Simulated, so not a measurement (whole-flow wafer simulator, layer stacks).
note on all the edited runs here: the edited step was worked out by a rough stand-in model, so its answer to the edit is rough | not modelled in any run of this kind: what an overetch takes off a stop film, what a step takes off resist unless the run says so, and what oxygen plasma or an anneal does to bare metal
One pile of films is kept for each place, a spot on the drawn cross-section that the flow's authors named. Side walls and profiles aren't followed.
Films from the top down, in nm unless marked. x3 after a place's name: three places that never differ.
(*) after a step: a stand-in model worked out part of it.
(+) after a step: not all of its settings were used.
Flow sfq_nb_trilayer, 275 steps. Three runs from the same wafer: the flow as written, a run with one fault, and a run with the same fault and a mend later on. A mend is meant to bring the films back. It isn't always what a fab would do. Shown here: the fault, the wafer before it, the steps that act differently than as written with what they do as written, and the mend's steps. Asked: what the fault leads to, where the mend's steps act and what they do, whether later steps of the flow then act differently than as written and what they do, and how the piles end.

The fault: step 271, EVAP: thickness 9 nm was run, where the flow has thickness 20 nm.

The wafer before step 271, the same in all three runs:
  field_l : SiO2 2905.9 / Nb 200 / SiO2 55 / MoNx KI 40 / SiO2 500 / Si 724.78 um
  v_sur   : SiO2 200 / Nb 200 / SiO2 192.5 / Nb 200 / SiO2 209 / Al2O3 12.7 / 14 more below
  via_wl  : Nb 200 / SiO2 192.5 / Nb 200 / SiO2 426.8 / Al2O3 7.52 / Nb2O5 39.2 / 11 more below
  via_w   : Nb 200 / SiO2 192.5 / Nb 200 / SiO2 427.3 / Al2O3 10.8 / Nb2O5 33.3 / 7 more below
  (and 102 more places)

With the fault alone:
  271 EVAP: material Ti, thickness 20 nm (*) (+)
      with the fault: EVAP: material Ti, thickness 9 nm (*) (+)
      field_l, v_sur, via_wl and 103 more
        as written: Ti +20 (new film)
        with the fault: Ti +9 (new film)
  Later steps of the flow that act differently than as written:
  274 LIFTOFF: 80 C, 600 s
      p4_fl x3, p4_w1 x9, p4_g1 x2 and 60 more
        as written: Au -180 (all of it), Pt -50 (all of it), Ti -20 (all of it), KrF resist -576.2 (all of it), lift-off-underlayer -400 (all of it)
        with the fault: Au -180 (all of it), Pt -50 (all of it), Ti -9 (all of it), KrF resist -576.2 (all of it), lift-off-underlayer -400 (all of it)
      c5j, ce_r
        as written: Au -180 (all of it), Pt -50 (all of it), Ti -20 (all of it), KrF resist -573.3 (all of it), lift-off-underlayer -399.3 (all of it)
        with the fault: Au -180 (all of it), Pt -50 (all of it), Ti -9 (all of it), KrF resist -573.3 (all of it), lift-off-underlayer -399.3 (all of it)
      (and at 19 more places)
  At the end the piles differ from the flow's by more than 2% or 0.5 nm, whichever is larger, at field_l, v_sur, via_wl and 8 more.
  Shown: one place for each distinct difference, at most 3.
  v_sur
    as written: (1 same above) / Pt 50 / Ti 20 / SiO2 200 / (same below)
    with the fault: (1 same above) / Pt 50 / Ti 9 / SiO2 200 / (same below)
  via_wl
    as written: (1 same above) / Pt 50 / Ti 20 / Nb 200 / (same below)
    with the fault: (1 same above) / Pt 50 / Ti 9 / Nb 200 / (same below)
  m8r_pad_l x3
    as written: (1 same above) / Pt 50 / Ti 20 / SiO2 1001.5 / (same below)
    with the fault: (1 same above) / Pt 50 / Ti 9 / SiO2 1001.5 / (same below)

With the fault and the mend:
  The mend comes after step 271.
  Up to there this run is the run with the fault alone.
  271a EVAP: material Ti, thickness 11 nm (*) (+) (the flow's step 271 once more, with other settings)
      field_l, v_sur, via_wl and 103 more
        Ti +11
  No later step of the flow acts differently than as written at any place that is followed.
  At the end the piles are the same as the flow's at every place that both follow.
